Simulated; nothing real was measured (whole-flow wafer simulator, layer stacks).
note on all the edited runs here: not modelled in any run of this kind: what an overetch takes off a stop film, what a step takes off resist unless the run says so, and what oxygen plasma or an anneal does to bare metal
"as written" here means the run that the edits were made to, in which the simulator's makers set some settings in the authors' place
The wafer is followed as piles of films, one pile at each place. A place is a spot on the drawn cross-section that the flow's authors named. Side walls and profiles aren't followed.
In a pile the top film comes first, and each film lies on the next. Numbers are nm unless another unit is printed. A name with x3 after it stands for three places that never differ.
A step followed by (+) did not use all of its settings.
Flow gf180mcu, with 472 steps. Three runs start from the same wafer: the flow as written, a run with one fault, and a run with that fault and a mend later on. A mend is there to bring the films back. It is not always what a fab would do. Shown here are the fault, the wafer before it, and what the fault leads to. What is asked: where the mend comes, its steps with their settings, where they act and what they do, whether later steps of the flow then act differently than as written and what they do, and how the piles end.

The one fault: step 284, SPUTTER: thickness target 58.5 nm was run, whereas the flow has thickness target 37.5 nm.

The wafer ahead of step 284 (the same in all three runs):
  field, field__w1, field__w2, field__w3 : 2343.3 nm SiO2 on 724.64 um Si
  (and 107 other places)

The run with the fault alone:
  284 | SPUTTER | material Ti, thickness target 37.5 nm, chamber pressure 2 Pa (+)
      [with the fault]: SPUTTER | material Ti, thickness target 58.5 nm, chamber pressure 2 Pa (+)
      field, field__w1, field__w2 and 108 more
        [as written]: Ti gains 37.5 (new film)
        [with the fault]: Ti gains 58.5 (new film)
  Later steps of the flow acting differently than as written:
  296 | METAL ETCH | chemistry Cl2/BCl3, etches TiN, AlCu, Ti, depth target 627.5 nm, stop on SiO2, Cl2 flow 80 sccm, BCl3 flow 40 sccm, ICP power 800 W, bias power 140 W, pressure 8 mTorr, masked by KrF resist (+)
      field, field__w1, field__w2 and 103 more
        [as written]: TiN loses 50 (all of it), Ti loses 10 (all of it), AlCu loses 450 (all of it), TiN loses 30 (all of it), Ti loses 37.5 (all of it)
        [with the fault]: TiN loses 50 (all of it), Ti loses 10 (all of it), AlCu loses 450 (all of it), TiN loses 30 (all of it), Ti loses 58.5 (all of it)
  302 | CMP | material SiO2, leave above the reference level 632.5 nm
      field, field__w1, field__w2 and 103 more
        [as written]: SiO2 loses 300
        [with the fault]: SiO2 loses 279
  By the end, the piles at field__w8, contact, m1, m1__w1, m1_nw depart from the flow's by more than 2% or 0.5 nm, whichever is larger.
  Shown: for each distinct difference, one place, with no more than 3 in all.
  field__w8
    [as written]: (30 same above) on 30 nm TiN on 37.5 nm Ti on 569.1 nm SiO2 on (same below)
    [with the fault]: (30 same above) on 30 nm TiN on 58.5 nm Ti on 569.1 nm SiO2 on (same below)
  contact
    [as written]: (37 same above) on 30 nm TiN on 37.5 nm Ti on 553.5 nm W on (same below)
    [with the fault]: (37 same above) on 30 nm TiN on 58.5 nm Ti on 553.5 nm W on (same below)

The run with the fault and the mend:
  After step 284 comes the mend.
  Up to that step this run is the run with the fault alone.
  284a | METAL ETCH | chemistry Cl2/BCl3, etches TiN, AlCu, Ti, depth target 21 nm, Cl2 flow 80 sccm, BCl3 flow 40 sccm, ICP power 800 W, bias power 140 W, pressure 8 mTorr (the flow's step 260, run once more with other settings)
      field, field__w1, field__w2 and 108 more
        Ti loses 21
  Later steps of the flow that are run all act as written at every place that is followed.
  By the end, the piles equal the flow's at every place that both follow.
